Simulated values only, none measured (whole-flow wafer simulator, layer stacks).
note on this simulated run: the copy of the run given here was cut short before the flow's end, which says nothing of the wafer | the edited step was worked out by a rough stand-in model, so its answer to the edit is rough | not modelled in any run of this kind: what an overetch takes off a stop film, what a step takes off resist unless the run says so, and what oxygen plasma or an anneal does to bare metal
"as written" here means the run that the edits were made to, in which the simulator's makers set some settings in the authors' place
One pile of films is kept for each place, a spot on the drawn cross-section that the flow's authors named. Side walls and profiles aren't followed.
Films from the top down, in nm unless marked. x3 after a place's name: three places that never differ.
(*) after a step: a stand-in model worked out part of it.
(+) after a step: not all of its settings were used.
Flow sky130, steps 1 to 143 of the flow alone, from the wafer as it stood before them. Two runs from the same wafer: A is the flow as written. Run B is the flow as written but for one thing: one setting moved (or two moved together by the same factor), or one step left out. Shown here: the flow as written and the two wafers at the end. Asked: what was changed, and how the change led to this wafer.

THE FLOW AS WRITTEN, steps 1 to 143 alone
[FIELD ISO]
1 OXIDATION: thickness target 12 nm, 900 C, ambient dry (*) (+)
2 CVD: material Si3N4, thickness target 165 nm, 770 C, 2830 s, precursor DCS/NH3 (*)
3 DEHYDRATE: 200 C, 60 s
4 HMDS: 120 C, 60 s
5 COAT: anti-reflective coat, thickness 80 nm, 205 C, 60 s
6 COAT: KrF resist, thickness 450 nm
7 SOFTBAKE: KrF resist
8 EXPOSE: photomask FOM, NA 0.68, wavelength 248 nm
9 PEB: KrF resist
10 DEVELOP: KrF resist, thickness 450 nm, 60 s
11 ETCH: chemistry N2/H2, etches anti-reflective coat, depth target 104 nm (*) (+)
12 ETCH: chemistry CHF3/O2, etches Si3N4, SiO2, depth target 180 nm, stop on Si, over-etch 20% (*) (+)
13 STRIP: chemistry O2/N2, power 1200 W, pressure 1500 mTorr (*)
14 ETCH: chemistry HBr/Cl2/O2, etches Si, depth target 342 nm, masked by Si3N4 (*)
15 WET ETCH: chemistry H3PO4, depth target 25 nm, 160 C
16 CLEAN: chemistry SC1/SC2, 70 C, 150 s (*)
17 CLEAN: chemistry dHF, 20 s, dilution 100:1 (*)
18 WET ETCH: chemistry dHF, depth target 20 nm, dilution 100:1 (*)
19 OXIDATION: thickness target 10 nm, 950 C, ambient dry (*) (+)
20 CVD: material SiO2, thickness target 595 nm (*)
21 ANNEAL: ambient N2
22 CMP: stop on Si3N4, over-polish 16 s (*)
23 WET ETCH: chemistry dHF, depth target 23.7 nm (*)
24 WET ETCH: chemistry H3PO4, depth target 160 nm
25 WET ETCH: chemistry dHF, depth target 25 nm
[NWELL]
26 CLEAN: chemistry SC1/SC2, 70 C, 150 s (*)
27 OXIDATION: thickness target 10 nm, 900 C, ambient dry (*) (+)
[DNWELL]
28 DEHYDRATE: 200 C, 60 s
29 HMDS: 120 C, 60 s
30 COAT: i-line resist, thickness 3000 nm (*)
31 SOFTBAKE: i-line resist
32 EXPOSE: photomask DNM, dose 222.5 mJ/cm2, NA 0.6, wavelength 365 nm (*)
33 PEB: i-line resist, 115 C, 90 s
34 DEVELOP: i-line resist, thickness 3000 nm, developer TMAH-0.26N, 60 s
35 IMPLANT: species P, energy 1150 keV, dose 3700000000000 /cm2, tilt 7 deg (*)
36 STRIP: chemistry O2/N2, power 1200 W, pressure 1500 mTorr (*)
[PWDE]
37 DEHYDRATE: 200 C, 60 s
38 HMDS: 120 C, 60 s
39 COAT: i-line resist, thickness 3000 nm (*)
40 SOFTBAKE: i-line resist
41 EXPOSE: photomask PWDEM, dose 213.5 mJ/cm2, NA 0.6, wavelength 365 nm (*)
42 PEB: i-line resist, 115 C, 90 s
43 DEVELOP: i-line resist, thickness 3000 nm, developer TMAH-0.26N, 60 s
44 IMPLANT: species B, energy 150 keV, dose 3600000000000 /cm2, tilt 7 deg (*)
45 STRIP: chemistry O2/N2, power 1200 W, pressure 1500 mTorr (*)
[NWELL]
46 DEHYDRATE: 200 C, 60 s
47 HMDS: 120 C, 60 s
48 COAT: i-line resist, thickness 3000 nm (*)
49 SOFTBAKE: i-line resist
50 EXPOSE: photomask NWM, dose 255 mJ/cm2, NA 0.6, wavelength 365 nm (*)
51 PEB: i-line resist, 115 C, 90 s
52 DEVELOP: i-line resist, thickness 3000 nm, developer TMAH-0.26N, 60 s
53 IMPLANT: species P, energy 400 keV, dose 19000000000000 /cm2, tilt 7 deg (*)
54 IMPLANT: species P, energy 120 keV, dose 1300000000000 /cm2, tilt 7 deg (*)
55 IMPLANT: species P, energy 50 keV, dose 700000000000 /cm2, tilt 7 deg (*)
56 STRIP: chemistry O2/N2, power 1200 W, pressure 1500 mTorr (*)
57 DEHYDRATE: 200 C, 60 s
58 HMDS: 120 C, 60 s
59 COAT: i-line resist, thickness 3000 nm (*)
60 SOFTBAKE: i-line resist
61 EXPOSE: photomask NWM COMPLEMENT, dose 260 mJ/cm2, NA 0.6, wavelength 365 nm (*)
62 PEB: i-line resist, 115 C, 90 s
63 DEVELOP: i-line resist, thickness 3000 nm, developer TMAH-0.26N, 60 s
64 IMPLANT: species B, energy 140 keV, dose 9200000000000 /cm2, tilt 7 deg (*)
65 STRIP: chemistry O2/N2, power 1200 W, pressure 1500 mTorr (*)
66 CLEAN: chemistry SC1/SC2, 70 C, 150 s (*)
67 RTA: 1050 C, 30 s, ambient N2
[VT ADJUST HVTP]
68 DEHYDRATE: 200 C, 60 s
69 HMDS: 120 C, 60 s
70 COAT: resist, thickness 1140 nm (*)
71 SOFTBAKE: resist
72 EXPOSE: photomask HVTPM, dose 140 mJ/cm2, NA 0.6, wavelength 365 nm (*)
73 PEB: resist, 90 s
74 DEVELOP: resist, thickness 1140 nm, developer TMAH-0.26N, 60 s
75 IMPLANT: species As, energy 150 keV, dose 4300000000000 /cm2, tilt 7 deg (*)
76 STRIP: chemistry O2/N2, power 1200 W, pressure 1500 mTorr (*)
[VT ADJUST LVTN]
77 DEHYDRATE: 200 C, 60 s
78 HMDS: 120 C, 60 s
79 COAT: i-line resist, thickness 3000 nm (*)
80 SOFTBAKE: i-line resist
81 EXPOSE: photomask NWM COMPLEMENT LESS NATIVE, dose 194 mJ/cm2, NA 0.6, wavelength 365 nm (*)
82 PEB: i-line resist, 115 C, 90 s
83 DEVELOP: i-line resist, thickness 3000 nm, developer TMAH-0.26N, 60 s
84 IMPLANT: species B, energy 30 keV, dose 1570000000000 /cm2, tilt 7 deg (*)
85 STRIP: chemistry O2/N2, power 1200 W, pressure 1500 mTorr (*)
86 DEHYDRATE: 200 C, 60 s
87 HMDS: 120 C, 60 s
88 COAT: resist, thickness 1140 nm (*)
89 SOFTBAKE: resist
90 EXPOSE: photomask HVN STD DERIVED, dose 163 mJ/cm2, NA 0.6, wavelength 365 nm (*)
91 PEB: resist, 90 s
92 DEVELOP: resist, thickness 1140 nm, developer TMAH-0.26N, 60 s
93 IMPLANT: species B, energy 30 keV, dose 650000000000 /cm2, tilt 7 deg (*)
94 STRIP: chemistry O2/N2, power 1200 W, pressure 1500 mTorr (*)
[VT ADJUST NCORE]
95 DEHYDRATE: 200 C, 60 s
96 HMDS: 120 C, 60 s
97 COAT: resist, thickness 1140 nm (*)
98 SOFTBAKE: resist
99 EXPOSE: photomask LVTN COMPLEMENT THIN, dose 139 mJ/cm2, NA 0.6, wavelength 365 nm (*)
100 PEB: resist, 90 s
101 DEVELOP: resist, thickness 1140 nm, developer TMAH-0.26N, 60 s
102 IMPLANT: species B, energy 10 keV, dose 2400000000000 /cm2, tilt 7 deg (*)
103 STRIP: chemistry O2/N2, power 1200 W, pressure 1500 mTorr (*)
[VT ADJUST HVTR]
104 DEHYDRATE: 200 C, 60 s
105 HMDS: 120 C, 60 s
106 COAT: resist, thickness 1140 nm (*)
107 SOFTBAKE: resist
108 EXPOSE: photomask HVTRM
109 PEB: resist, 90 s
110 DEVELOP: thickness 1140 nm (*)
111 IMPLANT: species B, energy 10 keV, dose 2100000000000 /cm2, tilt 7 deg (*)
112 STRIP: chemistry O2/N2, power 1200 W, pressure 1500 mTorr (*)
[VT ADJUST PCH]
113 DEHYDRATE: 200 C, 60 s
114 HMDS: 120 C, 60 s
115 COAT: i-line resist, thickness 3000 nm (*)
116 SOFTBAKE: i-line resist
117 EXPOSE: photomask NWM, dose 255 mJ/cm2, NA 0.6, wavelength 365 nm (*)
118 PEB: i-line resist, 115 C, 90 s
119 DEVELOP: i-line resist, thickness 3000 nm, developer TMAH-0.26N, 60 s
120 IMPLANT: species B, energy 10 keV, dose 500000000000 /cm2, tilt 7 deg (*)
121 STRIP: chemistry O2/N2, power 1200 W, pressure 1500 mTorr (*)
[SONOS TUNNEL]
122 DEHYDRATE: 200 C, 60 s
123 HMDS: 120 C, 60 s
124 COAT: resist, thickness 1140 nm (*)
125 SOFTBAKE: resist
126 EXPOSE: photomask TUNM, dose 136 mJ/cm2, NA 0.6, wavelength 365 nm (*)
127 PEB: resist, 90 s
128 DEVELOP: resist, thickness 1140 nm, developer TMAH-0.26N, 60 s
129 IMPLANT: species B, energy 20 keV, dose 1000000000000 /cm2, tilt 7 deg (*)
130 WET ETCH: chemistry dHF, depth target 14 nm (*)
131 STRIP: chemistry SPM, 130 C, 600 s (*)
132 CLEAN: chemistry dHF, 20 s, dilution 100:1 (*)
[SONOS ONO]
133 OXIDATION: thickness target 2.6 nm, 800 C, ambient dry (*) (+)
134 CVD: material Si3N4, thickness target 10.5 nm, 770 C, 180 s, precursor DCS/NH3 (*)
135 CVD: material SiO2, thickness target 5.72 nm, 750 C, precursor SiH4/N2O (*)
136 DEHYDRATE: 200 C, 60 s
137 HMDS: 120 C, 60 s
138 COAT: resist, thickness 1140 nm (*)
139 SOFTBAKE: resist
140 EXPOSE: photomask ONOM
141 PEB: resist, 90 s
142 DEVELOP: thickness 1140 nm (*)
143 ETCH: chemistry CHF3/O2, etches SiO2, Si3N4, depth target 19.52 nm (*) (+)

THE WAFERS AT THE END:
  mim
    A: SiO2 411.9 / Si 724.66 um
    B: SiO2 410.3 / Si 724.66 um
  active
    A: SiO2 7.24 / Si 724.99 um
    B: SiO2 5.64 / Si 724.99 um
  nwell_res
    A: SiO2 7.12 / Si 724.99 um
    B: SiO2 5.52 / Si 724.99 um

The cause: step 143, ETCH: depth target 21.12 nm was run, where the flow has depth target 19.52 nm.

How the change led to this, step by step:
  143 ETCH: chemistry CHF3/O2, etches SiO2, Si3N4, depth target 19.52 nm (*) (+)
      field, active, p_well x5 and 179 more: A SiO2 -5.72 (all of it), Si3N4 -10.5 (all of it), SiO2 -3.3 | B SiO2 -5.72 (all of it), Si3N4 -10.5 (all of it), SiO2 -4.9
      sonos_cell, sonos_cell_x: A resist -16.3 | B resist -17.6
